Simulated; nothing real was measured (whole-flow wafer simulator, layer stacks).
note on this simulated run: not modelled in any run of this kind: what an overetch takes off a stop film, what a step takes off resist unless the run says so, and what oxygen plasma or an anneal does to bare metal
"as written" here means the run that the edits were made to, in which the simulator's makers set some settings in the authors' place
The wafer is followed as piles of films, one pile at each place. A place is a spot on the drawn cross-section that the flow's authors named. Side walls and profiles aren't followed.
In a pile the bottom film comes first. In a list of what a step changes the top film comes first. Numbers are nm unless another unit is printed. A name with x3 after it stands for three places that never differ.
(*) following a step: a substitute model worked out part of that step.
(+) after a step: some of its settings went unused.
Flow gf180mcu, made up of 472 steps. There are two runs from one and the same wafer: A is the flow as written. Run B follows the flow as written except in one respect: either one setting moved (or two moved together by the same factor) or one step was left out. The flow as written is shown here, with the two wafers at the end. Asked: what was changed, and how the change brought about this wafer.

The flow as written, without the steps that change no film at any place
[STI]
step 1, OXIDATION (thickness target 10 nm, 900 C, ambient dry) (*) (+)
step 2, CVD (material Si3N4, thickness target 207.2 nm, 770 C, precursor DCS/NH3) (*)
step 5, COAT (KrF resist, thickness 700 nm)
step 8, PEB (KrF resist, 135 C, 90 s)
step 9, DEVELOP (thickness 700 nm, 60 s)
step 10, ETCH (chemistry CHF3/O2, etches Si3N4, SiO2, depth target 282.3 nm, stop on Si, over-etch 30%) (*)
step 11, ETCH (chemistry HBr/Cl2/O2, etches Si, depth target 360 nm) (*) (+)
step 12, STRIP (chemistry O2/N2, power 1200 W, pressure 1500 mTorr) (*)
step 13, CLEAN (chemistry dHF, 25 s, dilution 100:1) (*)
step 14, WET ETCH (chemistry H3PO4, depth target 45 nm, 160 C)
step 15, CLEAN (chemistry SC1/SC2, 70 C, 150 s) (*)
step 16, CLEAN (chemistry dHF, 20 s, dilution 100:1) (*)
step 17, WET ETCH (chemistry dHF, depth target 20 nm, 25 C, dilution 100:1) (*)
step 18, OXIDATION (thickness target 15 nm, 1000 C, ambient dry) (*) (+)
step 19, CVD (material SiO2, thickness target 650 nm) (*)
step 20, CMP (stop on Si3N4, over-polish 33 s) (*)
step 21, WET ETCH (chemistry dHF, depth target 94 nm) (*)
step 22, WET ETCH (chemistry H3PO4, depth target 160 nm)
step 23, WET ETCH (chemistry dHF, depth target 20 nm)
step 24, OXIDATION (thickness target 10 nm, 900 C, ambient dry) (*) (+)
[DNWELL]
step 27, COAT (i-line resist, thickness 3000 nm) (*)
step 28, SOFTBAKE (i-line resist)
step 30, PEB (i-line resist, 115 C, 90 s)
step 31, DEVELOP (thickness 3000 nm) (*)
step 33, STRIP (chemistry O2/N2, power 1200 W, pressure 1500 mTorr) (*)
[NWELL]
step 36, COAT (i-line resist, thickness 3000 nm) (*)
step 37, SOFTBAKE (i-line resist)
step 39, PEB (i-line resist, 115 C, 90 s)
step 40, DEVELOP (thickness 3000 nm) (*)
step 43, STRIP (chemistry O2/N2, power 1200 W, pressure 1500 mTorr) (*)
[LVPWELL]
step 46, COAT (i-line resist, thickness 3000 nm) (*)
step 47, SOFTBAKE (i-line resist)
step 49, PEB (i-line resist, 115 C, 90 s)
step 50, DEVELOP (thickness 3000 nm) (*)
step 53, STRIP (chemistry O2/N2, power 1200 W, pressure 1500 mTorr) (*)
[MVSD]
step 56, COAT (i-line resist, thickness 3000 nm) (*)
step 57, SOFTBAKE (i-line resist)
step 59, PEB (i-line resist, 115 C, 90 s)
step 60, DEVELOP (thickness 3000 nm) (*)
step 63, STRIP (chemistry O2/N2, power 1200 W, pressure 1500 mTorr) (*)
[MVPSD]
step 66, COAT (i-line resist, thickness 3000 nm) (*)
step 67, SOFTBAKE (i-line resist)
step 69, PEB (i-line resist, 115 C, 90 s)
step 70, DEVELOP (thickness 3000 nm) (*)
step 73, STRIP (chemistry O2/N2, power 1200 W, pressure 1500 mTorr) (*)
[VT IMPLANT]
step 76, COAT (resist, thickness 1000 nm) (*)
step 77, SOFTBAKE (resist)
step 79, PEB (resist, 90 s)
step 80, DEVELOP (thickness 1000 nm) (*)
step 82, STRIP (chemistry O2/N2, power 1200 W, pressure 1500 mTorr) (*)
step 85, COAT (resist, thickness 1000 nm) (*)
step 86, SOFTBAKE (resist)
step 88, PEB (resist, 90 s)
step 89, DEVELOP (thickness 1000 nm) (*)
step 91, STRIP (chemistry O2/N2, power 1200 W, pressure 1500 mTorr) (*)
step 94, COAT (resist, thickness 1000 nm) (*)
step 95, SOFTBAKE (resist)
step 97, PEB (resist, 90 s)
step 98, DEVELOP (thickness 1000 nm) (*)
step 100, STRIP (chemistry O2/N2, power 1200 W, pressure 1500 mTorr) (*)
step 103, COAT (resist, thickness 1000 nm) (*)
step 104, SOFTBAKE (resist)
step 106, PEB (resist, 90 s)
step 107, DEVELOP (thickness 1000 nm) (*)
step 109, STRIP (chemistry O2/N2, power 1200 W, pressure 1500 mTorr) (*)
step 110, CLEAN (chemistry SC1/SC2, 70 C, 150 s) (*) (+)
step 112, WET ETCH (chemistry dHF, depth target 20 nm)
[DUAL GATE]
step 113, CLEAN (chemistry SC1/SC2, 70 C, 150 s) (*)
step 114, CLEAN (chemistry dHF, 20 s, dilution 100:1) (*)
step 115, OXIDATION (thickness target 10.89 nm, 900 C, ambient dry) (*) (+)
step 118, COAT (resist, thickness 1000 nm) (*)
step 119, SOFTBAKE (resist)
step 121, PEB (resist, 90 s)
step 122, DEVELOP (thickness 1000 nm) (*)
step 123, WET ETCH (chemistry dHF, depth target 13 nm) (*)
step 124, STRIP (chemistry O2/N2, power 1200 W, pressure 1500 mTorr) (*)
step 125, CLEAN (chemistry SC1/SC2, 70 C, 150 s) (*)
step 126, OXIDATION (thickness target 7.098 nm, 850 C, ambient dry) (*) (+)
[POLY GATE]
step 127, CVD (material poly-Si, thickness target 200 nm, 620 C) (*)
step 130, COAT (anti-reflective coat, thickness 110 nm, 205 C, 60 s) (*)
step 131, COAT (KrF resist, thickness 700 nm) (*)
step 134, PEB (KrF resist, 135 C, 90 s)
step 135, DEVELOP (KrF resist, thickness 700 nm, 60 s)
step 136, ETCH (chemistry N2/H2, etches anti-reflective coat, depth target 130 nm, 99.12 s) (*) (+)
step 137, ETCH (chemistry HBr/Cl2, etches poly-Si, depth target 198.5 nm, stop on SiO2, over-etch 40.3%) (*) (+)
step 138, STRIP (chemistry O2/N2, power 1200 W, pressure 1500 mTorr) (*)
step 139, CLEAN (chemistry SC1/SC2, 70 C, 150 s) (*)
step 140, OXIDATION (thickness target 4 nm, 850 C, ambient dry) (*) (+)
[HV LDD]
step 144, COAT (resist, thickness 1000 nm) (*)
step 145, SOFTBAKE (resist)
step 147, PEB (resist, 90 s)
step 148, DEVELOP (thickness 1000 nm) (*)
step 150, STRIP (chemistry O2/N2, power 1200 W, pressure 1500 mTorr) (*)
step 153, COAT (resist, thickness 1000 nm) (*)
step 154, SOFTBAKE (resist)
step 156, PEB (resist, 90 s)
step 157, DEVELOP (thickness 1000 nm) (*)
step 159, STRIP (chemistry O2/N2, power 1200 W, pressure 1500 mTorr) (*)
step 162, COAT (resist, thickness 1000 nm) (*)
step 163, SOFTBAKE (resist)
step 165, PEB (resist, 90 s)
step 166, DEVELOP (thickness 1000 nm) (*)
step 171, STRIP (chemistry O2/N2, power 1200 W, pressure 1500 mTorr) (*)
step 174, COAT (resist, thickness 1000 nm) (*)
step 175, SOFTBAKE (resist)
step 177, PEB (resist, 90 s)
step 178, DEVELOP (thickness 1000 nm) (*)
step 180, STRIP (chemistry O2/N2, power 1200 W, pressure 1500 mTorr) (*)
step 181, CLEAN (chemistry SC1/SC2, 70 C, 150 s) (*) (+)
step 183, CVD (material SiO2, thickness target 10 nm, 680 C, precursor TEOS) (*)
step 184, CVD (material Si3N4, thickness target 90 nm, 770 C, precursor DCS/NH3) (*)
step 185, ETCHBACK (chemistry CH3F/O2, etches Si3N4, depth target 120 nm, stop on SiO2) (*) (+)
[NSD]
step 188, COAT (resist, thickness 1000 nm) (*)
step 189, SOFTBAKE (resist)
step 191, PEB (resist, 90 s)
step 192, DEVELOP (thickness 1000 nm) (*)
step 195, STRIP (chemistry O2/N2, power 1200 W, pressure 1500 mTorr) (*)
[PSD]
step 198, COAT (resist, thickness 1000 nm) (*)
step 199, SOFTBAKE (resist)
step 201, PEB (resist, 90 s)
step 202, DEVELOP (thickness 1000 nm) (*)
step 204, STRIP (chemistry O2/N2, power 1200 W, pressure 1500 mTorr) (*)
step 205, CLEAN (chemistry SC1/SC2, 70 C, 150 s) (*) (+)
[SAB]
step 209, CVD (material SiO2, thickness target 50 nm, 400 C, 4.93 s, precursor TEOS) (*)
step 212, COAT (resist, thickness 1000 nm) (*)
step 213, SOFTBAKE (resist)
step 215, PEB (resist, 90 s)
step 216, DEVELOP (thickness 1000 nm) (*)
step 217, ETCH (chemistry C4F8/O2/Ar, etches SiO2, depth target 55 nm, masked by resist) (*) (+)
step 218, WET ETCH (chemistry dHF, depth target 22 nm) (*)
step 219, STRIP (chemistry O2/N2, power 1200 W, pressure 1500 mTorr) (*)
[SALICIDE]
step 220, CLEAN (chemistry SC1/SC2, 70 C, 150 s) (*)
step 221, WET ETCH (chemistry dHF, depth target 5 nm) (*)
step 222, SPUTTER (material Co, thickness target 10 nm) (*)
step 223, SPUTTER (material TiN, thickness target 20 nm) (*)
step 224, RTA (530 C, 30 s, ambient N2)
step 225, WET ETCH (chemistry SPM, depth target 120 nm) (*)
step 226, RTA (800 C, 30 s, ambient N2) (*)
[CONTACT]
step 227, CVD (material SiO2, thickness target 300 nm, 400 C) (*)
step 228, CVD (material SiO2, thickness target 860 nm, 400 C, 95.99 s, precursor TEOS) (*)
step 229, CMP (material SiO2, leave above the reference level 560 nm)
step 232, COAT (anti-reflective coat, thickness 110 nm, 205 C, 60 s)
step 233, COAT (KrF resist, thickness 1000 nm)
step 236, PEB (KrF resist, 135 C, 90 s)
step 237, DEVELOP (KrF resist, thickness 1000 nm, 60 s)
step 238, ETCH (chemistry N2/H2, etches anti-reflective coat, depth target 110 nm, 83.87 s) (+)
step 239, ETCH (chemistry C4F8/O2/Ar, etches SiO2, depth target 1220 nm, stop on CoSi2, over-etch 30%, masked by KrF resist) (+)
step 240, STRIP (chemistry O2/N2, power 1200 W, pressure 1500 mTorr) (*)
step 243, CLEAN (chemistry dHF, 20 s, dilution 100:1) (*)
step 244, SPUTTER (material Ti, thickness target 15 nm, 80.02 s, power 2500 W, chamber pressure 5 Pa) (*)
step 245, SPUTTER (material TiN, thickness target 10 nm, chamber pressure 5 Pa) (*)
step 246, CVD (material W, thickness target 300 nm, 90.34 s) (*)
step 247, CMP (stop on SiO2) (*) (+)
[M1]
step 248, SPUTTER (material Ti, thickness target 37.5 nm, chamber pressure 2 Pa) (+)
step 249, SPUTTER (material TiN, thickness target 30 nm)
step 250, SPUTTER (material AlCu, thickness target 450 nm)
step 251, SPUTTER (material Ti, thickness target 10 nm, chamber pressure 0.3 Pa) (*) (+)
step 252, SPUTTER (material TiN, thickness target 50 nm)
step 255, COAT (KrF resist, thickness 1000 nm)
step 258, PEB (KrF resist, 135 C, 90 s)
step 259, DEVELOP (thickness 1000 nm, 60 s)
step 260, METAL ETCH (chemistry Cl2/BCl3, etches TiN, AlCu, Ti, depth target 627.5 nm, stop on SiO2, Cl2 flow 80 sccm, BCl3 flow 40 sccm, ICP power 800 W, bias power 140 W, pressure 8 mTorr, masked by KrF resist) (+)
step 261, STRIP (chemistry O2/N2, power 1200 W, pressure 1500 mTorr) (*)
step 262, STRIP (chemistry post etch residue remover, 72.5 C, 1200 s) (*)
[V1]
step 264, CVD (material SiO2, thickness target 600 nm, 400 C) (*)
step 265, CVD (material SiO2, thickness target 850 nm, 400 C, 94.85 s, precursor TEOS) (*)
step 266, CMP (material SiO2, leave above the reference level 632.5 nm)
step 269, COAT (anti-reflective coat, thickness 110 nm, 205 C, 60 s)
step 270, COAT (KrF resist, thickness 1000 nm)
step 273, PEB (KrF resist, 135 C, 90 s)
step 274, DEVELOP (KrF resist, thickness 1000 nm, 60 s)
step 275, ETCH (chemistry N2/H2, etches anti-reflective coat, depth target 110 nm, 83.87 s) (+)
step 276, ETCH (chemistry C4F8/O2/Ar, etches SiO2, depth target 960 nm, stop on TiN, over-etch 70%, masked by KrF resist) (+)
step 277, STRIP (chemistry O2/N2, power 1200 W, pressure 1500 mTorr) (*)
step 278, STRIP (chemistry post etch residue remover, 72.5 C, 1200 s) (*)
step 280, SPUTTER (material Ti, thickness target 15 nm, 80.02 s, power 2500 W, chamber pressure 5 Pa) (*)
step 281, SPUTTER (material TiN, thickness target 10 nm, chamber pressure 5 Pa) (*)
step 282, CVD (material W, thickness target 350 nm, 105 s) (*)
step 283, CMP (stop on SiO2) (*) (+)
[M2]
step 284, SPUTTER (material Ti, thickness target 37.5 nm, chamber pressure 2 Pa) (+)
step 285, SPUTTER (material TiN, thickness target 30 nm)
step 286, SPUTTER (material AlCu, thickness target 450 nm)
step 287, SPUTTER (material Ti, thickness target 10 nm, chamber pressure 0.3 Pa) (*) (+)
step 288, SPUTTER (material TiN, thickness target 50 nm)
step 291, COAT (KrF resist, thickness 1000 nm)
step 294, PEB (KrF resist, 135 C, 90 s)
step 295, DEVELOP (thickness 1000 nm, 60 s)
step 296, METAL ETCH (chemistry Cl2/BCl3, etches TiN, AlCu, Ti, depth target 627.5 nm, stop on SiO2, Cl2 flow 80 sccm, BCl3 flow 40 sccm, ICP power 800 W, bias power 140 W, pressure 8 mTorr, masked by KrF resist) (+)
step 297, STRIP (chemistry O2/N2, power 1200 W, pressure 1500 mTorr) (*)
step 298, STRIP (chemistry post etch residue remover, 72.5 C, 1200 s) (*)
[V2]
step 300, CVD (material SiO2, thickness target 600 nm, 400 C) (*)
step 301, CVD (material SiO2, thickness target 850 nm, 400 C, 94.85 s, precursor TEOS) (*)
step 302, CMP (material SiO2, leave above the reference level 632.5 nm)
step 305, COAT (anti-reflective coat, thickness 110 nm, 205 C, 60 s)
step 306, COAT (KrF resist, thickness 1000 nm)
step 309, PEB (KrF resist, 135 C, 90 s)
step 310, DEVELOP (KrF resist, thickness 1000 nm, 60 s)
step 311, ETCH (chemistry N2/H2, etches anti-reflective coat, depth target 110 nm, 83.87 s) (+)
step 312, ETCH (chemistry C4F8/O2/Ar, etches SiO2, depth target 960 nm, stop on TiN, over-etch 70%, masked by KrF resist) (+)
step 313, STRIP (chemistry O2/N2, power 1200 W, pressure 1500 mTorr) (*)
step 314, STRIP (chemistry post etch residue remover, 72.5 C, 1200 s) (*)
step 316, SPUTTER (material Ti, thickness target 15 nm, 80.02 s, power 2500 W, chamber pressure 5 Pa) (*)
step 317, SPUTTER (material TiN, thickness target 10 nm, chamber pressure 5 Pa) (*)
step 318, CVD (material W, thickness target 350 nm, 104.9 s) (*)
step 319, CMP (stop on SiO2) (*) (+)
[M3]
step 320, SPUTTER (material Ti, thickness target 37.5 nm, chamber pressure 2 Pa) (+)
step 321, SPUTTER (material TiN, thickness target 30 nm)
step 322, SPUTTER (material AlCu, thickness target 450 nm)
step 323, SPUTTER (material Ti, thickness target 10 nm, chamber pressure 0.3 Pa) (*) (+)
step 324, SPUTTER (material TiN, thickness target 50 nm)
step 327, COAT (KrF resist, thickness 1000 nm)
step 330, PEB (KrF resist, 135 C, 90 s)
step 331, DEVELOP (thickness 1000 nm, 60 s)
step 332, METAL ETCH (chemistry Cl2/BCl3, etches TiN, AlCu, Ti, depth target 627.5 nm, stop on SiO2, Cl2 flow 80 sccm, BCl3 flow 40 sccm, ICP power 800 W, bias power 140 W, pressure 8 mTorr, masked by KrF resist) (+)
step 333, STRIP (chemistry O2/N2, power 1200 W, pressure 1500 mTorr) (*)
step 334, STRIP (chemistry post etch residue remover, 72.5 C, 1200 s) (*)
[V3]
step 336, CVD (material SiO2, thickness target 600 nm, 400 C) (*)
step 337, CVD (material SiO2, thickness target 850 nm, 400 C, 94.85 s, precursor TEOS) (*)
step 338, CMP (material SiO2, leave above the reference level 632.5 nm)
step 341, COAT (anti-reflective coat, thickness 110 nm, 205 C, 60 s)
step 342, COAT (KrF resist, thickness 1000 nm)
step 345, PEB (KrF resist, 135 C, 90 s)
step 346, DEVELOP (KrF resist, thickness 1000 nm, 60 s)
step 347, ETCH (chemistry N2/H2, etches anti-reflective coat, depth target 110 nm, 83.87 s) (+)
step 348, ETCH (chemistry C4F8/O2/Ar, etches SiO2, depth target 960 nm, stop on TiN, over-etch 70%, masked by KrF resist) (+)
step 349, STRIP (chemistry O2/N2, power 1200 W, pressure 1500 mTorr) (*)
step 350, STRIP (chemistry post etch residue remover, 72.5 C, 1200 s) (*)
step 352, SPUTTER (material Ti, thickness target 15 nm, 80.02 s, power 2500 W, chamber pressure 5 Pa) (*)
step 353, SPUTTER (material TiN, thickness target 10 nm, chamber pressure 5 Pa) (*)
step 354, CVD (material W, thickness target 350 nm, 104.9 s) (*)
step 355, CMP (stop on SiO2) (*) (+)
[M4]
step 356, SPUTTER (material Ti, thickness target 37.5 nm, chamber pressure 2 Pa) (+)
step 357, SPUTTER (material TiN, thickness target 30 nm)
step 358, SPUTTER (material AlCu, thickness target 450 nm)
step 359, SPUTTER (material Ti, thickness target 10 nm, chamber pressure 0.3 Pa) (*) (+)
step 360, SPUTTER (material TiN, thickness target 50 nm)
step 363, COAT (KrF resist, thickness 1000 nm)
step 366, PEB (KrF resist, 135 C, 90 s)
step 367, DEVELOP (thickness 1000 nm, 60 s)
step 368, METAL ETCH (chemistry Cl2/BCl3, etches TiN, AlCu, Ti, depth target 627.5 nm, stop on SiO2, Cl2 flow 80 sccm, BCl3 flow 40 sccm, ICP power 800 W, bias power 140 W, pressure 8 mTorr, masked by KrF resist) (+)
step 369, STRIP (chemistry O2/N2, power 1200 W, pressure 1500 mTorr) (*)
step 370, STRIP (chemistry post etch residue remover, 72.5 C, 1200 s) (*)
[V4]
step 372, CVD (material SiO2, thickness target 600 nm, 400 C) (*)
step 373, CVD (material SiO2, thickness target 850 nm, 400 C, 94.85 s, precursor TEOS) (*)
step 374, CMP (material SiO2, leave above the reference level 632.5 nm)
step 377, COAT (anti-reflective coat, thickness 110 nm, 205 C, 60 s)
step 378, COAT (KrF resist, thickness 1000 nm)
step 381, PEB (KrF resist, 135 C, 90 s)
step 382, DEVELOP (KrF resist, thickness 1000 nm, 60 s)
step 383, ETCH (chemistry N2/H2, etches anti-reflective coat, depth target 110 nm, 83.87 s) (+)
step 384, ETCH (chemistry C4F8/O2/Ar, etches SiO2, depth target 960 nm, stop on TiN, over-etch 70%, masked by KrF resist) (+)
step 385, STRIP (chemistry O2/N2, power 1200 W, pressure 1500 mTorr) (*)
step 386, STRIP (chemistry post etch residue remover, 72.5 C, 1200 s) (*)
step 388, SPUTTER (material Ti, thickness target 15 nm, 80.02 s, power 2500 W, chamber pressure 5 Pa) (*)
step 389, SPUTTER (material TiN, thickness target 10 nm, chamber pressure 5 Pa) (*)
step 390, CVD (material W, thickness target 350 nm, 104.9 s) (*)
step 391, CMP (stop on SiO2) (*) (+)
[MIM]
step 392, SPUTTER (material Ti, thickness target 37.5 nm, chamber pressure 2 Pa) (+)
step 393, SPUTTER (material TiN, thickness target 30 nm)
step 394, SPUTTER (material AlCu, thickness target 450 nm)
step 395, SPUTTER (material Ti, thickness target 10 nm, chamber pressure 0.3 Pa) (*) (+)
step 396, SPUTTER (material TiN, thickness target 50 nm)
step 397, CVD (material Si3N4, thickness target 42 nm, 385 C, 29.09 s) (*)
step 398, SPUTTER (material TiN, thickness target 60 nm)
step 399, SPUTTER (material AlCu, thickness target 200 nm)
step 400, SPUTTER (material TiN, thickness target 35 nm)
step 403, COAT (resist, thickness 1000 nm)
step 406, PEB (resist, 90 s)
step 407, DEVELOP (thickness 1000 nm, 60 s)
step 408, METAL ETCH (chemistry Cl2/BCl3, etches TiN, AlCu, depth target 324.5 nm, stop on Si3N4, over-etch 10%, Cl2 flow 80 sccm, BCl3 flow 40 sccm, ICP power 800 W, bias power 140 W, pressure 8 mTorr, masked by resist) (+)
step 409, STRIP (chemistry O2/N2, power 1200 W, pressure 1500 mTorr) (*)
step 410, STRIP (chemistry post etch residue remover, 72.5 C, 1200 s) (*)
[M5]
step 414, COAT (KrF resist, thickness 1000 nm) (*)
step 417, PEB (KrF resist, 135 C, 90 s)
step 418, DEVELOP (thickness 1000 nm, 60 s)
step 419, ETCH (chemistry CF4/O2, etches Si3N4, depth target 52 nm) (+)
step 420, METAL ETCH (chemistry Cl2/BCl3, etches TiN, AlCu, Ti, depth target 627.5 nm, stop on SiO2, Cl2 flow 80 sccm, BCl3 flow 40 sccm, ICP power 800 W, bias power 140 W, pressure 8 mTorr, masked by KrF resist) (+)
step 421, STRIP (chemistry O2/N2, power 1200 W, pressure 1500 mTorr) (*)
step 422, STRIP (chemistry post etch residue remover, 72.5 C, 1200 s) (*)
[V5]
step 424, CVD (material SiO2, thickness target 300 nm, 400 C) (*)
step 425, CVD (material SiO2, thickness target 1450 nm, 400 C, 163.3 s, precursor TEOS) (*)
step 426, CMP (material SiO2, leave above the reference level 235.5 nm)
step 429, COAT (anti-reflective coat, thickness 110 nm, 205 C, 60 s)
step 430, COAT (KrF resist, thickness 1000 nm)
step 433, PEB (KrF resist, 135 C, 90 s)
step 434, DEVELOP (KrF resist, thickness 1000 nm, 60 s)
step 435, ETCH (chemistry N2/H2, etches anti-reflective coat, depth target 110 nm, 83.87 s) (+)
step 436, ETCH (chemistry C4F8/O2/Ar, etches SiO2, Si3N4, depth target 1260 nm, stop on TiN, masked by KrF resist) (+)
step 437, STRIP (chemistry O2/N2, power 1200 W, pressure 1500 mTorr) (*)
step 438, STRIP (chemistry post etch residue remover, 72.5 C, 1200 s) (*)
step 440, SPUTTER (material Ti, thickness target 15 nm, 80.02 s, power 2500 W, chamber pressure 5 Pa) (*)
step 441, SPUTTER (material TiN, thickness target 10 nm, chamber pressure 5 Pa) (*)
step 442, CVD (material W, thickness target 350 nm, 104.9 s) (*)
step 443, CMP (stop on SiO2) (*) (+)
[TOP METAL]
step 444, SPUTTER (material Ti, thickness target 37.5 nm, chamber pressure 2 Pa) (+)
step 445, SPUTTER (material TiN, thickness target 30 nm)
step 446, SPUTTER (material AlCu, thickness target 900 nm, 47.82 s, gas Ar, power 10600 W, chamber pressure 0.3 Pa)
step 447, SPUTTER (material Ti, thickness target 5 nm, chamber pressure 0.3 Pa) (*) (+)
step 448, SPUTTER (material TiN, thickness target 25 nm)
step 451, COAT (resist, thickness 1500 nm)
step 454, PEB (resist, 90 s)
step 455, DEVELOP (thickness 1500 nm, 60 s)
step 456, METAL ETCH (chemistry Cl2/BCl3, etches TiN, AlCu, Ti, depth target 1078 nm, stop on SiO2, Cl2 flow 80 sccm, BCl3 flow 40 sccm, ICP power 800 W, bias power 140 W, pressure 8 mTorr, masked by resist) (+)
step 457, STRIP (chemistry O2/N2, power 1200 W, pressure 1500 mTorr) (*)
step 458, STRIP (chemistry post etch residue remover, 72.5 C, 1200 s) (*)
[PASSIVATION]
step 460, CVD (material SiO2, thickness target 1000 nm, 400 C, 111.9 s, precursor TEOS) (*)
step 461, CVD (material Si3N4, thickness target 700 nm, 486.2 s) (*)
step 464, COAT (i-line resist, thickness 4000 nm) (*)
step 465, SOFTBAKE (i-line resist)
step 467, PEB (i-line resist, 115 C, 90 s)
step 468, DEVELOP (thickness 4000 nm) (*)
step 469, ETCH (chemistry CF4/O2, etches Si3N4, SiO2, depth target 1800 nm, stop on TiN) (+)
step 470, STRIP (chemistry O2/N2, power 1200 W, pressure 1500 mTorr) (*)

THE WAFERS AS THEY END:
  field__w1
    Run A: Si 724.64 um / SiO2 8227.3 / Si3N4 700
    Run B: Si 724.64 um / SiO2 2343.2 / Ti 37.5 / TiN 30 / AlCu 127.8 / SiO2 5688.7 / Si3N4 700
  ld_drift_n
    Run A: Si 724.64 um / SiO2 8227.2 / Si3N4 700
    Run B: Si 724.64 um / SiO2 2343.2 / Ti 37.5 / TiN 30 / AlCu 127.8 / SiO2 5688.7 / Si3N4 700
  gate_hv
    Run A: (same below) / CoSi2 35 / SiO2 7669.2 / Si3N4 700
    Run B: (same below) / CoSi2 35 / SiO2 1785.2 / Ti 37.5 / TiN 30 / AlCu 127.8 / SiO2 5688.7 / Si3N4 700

Cause: step 296, METAL ETCH: depth target 376.5 nm was run, whereas the flow has depth target 627.5 nm.

How this came from the change, step by step:
  step 296, METAL ETCH (chemistry Cl2/BCl3, etches TiN, AlCu, Ti, depth target 627.5 nm, stop on SiO2, Cl2 flow 80 sccm, BCl3 flow 40 sccm, ICP power 800 W, bias power 140 W, pressure 8 mTorr, masked by KrF resist) (+)
      field, field__w1, field__w2 and 103 more: A -50 TiN (all of it), -10 Ti (all of it), -450 AlCu (all of it), -30 TiN (all of it), -37.5 Ti (all of it) | B -50 TiN (all of it), -10 Ti (all of it), -316.5 AlCu
      field__w8, contact, m1, m1__w1, m1_nw: A -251 KrF resist | B -150.6 KrF resist
  step 297, STRIP (chemistry O2/N2, power 1200 W, pressure 1500 mTorr) (*)
      field__w8, contact, m1, m1__w1, m1_nw: A -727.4 KrF resist (all of it) | B -827.8 KrF resist (all of it)
  step 298, STRIP (chemistry post etch residue remover, 72.5 C, 1200 s) (*)
      field, field__w1, field__w2 and 103 more: A nothing | B -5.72 AlCu
  step 300, CVD (material SiO2, thickness target 600 nm, 400 C) (*)
      field, field__w1, field__w2 and 103 more: A +600 SiO2 | B +600 SiO2 (new film)
  step 302, CMP (material SiO2, leave above the reference level 632.5 nm)
      field, field__w1, field__w2 and 103 more: A -300 SiO2 | B -495.3 SiO2
With metal films that touch counted as one body, field__w1 has 1 body; the flow as written gives 0 bodies.
With metal films that touch counted as one body, ld_drift_n has 1 body; the flow as written gives 0 bodies.
With metal films that touch counted as one body, gate_hv has 2 bodies (between them, from the top down: SiO2 1785.2); the flow as written gives 1 body.
